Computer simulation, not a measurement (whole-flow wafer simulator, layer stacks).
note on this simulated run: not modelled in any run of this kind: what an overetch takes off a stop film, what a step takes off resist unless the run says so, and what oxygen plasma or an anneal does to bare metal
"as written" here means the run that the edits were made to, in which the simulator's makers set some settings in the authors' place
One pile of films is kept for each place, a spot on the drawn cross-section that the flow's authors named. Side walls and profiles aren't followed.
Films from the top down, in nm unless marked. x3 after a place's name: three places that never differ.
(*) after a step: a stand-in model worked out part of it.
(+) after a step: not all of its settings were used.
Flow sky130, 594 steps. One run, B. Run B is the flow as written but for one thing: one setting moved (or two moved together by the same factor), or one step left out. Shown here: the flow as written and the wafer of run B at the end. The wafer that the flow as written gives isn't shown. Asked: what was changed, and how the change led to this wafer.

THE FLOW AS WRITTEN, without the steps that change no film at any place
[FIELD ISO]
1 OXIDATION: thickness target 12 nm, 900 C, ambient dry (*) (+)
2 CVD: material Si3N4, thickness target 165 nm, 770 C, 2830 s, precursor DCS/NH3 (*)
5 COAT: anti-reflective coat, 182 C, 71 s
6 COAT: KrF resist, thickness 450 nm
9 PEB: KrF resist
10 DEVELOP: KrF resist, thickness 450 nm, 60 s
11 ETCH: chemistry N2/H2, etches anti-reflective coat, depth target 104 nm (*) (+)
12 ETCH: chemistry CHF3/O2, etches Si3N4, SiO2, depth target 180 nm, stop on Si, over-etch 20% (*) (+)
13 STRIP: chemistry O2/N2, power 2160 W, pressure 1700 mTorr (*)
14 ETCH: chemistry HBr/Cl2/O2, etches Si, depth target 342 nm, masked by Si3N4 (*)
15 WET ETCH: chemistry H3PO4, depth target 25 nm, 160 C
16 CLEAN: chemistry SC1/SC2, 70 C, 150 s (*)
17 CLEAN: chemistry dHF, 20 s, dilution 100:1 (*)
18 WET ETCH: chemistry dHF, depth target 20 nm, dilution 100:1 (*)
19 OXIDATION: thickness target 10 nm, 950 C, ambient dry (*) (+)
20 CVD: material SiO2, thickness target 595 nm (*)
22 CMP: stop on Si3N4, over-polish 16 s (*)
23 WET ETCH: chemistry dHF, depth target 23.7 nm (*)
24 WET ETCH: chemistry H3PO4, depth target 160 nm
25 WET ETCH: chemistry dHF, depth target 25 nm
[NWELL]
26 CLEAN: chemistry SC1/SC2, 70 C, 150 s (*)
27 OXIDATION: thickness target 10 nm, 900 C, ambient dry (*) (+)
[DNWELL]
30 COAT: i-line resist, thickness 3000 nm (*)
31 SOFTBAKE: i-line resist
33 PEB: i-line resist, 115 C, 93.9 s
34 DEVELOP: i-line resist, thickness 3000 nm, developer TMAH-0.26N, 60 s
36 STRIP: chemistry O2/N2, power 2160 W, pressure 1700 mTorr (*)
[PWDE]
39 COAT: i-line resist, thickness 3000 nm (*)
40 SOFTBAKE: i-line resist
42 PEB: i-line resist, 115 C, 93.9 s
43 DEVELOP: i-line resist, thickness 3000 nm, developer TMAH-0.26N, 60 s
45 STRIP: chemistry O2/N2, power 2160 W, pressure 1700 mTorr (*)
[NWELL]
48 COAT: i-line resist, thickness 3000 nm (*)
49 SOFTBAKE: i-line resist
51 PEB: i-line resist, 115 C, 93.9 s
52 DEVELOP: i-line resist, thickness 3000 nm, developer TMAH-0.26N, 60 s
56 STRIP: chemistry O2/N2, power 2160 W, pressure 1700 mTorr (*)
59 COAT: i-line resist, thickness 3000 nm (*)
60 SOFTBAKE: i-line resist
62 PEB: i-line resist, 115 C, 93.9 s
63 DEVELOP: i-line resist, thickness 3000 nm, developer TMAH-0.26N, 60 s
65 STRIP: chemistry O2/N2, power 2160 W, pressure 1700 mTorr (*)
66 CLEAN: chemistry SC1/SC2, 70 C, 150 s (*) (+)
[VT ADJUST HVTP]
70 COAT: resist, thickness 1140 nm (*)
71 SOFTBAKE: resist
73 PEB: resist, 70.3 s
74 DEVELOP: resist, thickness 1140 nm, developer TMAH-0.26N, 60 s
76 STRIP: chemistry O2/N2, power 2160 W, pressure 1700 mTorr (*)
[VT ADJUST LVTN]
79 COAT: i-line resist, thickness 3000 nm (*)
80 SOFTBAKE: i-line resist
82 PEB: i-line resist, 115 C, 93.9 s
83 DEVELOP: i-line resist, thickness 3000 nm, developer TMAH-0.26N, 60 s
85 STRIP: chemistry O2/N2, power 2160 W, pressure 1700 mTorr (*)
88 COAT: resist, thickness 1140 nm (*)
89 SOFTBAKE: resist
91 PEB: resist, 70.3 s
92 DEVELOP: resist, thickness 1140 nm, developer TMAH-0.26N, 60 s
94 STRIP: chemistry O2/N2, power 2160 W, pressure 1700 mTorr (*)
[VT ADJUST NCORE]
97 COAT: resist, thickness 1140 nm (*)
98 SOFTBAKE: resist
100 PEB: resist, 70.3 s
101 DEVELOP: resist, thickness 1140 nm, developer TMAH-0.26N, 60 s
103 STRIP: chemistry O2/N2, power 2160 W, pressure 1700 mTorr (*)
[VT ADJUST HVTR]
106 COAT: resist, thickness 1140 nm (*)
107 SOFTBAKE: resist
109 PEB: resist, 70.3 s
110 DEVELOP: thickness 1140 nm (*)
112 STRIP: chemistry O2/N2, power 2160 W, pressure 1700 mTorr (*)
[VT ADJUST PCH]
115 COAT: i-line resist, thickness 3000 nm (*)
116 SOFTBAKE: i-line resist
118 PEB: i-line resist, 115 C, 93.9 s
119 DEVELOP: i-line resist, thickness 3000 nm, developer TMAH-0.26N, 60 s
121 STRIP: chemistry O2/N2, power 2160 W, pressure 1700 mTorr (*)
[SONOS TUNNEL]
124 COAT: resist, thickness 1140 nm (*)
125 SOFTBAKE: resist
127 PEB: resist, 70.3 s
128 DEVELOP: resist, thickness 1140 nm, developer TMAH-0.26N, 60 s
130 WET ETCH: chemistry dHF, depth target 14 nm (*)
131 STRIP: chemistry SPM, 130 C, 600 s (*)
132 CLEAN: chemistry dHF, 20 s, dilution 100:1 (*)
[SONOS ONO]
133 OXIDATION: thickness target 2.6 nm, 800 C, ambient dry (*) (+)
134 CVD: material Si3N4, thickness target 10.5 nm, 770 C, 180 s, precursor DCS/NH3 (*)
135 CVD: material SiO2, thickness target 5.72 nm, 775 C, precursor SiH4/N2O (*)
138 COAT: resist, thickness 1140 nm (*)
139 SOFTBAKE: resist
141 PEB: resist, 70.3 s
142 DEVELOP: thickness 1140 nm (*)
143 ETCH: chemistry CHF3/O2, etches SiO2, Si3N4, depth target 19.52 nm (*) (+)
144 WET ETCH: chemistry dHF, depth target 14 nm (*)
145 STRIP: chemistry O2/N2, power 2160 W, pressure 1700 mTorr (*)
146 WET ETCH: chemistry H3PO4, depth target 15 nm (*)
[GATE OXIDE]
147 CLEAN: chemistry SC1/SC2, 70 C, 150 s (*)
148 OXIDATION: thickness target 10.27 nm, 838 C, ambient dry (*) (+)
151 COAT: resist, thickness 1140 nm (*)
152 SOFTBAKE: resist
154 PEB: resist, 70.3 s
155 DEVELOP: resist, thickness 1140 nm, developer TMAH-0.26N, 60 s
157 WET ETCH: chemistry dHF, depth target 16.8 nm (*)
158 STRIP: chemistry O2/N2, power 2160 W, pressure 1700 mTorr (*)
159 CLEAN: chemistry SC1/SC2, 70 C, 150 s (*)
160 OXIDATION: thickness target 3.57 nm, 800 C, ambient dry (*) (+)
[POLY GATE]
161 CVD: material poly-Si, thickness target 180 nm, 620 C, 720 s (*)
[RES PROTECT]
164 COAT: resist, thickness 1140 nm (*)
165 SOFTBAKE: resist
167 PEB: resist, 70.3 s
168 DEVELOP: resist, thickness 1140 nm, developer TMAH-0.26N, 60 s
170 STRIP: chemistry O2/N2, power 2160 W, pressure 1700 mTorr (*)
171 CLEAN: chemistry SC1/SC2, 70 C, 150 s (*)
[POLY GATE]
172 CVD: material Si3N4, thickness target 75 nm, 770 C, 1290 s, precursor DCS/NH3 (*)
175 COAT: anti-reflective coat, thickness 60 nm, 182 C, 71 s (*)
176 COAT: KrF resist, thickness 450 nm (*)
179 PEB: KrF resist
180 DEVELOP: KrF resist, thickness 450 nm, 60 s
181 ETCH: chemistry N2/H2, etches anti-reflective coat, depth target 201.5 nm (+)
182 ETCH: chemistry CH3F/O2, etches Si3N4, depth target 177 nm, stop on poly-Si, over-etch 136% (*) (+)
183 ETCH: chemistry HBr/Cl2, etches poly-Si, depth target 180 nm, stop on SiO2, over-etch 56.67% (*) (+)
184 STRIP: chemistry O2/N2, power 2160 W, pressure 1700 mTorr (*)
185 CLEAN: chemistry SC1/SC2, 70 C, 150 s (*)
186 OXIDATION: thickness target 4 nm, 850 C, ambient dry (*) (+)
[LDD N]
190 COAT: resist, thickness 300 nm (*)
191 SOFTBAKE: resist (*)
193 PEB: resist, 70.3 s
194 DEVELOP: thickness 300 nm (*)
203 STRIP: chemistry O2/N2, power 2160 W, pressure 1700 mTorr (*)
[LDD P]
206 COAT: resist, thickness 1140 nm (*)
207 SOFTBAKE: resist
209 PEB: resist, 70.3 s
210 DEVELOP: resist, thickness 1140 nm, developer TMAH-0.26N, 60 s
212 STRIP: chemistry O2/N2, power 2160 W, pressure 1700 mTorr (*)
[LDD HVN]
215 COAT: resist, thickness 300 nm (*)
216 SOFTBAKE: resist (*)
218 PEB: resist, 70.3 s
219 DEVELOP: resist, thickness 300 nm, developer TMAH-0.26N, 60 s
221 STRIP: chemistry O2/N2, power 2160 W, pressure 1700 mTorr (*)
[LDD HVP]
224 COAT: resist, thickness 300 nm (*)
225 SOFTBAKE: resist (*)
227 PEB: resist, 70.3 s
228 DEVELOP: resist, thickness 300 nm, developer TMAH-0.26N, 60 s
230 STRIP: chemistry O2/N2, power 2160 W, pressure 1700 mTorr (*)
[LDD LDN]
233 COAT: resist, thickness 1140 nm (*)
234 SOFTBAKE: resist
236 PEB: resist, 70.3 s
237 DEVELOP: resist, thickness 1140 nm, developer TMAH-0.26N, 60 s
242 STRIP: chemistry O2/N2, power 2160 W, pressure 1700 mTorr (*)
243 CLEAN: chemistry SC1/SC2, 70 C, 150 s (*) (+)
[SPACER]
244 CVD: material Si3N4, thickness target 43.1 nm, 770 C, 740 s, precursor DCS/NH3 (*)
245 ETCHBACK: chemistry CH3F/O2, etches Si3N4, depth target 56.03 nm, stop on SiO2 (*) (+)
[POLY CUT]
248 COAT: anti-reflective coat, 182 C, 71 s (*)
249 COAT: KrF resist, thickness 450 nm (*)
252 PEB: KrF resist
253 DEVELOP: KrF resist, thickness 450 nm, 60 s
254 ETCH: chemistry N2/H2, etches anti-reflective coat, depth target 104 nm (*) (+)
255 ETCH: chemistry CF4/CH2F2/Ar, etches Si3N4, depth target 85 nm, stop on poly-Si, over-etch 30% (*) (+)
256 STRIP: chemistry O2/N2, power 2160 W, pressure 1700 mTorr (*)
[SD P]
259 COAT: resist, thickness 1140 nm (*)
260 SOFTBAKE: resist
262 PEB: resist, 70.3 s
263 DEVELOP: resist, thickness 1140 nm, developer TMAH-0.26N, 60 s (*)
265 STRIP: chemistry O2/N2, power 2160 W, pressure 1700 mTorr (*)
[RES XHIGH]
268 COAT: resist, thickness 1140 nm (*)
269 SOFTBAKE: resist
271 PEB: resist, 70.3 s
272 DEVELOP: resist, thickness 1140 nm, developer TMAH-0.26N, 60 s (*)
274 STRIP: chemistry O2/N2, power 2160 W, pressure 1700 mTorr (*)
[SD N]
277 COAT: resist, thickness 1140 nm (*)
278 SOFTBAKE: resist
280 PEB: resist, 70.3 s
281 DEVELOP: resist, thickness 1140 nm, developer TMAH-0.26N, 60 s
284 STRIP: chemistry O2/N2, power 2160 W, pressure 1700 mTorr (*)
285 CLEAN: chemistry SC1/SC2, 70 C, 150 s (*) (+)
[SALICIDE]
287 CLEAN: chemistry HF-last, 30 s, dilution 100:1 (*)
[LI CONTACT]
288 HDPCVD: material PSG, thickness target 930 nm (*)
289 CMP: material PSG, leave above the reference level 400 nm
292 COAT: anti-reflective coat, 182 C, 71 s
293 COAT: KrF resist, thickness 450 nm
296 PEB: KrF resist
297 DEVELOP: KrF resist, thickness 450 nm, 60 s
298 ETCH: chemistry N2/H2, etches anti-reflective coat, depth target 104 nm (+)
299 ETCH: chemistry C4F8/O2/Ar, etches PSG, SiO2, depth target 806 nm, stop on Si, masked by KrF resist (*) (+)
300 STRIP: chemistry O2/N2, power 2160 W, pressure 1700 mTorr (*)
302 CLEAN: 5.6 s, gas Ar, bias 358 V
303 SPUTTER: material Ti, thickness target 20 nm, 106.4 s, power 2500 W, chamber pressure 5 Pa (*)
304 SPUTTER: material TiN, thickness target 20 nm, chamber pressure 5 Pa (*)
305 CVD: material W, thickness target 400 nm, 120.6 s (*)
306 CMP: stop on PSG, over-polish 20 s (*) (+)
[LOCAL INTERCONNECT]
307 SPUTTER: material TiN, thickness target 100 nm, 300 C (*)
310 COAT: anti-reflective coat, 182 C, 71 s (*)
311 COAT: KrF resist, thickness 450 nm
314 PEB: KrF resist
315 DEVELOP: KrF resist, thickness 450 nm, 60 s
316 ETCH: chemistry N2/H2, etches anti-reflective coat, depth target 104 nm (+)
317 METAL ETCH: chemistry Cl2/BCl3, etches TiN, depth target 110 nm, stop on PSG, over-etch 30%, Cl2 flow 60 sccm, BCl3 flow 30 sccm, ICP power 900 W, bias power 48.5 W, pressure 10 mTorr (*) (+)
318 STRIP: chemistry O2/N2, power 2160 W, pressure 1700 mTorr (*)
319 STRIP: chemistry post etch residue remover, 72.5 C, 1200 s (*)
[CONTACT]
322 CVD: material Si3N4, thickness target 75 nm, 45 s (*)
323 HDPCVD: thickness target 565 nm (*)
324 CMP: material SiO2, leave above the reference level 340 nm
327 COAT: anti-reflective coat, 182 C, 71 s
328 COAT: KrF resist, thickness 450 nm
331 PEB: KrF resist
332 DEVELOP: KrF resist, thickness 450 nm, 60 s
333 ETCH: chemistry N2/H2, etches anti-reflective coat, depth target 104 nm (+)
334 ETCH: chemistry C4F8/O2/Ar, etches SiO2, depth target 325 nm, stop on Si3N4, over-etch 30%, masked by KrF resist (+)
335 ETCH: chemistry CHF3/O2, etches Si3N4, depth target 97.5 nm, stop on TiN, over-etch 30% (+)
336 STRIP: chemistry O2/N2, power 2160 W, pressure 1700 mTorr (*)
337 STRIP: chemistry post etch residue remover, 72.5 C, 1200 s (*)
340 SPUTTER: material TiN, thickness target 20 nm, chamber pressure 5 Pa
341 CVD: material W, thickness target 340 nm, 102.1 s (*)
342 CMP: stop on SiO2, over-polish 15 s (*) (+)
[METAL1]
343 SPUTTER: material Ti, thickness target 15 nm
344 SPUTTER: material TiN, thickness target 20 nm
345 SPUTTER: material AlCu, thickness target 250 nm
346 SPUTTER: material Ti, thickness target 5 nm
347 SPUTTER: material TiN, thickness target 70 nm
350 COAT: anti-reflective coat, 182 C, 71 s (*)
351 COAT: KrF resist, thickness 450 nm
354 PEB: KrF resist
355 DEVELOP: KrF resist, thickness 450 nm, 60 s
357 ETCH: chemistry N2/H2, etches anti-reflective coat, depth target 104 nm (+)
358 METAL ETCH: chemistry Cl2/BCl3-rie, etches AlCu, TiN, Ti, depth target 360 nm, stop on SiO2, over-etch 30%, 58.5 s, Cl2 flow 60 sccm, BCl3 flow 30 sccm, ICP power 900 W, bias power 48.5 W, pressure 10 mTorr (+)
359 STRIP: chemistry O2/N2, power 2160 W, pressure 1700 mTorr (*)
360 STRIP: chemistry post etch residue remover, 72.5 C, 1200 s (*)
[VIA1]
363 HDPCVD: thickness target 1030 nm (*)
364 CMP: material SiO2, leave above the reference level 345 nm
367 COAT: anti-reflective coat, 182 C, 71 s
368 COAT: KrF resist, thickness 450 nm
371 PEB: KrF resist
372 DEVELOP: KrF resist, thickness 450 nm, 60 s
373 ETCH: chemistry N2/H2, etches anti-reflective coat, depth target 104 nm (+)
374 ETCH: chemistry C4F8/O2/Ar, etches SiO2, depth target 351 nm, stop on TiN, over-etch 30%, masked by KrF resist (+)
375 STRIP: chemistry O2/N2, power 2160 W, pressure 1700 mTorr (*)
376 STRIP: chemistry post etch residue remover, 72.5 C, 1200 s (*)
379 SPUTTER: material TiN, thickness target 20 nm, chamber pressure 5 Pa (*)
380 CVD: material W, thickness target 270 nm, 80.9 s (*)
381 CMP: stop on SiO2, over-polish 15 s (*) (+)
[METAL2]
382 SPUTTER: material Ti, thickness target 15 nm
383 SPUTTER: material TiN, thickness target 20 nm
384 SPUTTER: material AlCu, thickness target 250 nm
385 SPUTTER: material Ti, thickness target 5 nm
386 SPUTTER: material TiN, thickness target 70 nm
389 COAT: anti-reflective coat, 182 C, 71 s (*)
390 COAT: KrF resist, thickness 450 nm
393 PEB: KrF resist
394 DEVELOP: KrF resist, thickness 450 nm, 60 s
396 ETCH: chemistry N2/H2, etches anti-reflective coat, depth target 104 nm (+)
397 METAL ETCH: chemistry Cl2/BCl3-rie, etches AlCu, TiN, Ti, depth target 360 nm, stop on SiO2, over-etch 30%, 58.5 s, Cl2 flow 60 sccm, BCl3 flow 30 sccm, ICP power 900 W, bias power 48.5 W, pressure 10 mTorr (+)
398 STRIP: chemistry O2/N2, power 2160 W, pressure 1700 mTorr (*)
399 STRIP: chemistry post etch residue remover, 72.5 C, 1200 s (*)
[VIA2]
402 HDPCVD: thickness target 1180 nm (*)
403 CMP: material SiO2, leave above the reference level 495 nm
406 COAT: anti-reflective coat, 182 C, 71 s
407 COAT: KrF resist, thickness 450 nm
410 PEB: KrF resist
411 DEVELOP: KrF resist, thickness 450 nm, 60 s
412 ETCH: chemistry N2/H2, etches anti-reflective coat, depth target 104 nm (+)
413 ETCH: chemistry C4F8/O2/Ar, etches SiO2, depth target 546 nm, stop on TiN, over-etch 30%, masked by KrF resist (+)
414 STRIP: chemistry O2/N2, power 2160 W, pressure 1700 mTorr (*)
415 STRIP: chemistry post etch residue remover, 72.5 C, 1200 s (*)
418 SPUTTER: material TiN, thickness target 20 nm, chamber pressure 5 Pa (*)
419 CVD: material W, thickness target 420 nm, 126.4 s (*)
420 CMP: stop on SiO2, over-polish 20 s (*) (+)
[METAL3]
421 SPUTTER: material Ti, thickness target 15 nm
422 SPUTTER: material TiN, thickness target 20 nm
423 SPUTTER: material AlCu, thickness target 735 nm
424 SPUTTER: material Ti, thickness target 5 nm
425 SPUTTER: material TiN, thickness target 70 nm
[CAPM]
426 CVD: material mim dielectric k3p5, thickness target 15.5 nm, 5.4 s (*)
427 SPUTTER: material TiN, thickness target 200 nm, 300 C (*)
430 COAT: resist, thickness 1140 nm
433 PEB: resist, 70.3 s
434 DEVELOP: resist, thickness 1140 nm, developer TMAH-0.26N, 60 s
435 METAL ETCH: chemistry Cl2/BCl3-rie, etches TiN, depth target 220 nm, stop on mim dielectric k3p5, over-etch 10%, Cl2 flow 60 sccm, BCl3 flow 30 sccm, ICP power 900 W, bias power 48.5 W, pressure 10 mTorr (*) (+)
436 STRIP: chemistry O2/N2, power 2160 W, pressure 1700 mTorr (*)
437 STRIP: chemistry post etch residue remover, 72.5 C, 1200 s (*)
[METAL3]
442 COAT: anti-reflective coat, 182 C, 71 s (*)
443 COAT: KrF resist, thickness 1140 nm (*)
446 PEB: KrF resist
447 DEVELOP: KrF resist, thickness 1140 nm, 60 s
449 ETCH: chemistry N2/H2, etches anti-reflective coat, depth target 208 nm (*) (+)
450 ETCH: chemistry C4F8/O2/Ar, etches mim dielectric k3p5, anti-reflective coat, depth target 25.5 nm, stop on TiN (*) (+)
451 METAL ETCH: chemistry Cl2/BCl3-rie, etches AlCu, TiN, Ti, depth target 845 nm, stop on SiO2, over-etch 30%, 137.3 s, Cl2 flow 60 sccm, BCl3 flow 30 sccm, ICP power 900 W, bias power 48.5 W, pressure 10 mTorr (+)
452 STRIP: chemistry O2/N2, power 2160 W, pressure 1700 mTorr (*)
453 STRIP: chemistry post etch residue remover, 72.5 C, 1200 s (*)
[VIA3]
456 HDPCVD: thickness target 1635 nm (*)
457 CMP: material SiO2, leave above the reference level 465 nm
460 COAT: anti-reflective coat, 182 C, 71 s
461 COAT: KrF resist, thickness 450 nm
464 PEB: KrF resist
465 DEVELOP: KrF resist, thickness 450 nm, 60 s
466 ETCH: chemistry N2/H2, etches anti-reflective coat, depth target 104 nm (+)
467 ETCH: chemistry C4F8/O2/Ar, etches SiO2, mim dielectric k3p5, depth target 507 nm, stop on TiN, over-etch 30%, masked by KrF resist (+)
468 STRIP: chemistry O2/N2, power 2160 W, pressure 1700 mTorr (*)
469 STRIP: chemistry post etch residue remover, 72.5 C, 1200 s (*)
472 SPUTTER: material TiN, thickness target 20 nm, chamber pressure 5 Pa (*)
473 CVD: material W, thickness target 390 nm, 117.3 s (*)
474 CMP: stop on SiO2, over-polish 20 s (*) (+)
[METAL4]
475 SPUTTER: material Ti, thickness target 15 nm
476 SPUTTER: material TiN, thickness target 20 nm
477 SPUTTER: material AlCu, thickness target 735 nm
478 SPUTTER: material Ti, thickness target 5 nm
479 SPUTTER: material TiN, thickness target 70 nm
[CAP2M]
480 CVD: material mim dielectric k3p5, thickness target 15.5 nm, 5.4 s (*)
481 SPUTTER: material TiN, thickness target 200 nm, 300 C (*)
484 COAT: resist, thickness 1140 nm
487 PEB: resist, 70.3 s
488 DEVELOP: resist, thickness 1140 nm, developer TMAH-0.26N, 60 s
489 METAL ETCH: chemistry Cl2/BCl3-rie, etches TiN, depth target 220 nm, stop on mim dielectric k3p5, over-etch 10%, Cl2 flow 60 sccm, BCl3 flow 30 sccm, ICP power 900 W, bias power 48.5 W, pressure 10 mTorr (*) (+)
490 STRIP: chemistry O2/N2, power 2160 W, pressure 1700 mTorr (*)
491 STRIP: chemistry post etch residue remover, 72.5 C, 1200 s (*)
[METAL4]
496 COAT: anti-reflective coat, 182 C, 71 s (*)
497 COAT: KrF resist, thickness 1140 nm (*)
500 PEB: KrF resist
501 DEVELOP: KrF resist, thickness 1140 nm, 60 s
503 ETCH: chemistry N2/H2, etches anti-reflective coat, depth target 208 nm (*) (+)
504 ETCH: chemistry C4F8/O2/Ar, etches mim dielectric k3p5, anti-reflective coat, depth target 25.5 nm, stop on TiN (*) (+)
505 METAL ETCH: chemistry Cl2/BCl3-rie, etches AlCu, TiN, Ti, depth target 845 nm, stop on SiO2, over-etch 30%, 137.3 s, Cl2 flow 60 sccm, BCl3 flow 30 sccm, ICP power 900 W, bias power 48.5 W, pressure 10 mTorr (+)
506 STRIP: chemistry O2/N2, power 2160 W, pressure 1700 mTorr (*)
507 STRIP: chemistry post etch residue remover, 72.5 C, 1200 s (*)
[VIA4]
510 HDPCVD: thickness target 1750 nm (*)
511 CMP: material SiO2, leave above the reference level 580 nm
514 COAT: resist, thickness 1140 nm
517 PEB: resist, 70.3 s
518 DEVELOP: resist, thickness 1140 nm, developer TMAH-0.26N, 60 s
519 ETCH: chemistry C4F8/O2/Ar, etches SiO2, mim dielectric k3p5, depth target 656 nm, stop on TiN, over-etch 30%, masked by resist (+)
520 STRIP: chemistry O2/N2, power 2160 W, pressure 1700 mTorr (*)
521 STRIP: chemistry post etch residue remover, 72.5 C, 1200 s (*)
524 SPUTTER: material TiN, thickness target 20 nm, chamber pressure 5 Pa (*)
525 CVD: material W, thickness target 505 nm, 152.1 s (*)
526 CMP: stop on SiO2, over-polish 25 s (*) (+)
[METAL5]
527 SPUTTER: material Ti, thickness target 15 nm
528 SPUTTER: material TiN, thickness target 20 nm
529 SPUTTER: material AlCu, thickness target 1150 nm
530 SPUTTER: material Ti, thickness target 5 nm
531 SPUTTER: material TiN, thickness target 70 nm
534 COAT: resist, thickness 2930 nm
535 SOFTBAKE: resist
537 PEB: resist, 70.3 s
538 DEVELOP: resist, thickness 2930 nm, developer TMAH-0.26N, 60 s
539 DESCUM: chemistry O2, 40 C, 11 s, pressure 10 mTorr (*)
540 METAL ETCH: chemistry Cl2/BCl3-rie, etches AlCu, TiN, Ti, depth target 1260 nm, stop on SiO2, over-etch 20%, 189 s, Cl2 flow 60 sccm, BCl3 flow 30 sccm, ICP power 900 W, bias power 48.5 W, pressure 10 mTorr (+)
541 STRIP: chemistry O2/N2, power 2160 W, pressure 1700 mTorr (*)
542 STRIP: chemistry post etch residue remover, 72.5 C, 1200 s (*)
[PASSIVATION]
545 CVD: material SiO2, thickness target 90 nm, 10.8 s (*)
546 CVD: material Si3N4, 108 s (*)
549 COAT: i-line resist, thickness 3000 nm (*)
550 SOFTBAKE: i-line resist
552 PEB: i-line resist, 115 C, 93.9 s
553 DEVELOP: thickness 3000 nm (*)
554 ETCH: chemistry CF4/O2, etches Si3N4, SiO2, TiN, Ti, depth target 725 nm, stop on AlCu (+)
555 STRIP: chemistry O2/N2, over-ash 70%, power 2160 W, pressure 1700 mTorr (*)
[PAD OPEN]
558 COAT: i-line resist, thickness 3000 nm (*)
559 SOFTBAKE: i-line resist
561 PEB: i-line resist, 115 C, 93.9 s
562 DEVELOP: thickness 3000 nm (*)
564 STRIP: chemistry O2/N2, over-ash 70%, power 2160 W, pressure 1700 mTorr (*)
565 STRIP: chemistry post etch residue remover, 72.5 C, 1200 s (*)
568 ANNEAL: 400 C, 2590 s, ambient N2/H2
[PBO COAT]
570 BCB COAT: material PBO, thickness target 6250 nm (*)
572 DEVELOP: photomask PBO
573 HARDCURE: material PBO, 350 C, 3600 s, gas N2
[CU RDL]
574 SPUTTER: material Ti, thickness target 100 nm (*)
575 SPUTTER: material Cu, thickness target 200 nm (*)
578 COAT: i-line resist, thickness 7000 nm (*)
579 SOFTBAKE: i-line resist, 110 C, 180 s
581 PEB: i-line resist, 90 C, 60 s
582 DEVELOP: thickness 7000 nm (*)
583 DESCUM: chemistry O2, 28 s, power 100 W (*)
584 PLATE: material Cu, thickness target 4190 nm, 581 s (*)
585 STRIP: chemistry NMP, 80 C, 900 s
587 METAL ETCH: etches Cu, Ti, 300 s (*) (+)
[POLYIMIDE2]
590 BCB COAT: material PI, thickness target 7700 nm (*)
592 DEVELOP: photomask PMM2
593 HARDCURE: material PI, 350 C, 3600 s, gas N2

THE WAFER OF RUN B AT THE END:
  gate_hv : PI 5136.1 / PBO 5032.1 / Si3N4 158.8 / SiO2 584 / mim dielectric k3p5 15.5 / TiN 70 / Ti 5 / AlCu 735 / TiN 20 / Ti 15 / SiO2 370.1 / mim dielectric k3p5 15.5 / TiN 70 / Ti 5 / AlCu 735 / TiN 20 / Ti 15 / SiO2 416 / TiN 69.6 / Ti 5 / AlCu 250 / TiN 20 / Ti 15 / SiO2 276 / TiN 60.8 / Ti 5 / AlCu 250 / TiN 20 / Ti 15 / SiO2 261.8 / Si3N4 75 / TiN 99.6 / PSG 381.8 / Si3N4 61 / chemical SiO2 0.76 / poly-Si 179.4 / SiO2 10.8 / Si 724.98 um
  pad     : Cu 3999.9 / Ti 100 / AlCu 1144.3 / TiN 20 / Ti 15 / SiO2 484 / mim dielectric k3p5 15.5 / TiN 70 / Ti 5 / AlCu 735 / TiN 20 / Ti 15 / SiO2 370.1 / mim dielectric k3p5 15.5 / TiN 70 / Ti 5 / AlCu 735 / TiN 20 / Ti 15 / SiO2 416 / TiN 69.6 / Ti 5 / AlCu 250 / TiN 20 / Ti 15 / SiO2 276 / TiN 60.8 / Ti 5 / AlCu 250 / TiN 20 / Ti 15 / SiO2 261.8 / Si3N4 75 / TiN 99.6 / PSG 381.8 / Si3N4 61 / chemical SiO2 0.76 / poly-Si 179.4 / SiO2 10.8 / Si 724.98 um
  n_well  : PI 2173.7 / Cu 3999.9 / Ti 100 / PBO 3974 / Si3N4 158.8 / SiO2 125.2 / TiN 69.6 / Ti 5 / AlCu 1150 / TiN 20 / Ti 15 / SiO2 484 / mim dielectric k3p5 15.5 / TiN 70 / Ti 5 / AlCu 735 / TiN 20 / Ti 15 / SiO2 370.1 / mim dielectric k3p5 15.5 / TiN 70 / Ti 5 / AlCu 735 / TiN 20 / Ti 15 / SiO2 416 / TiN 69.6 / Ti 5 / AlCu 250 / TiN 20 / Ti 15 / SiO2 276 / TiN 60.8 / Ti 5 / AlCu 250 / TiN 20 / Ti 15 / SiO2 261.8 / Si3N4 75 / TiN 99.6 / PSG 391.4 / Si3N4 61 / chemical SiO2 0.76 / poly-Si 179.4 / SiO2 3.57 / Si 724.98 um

The cause: step 347, SPUTTER: thickness target 61.2 nm was run, where the flow has thickness target 70 nm.

How the change led to this, step by step:
  347 SPUTTER: material TiN, thickness target 70 nm
      field, active, n_well and 188 more: TiN +61.2 (new film) (as written it would be: TiN +70 (new film))
  358 METAL ETCH: chemistry Cl2/BCl3-rie, etches AlCu, TiN, Ti, depth target 360 nm, stop on SiO2, over-etch 30%, 58.5 s, Cl2 flow 60 sccm, BCl3 flow 30 sccm, ICP power 900 W, bias power 48.5 W, pressure 10 mTorr (+)
      field, active, gate and 81 more: TiN -59.9 (all of it), Ti -5 (all of it), AlCu -250 (all of it), TiN -20 (all of it), Ti -15 (all of it), SiO2 -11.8 (as written it would be: TiN -68.7 (all of it), Ti -5 (all of it), AlCu -250 (all of it), TiN -20 (all of it), Ti -15 (all of it), SiO2 -10.9)
  374 ETCH: chemistry C4F8/O2/Ar, etches SiO2, depth target 351 nm, stop on TiN, over-etch 30%, masked by KrF resist (+)
      m1, via1_hole: SiO2 -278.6 (all of it) (as written it would be: SiO2 -269.8 (all of it))
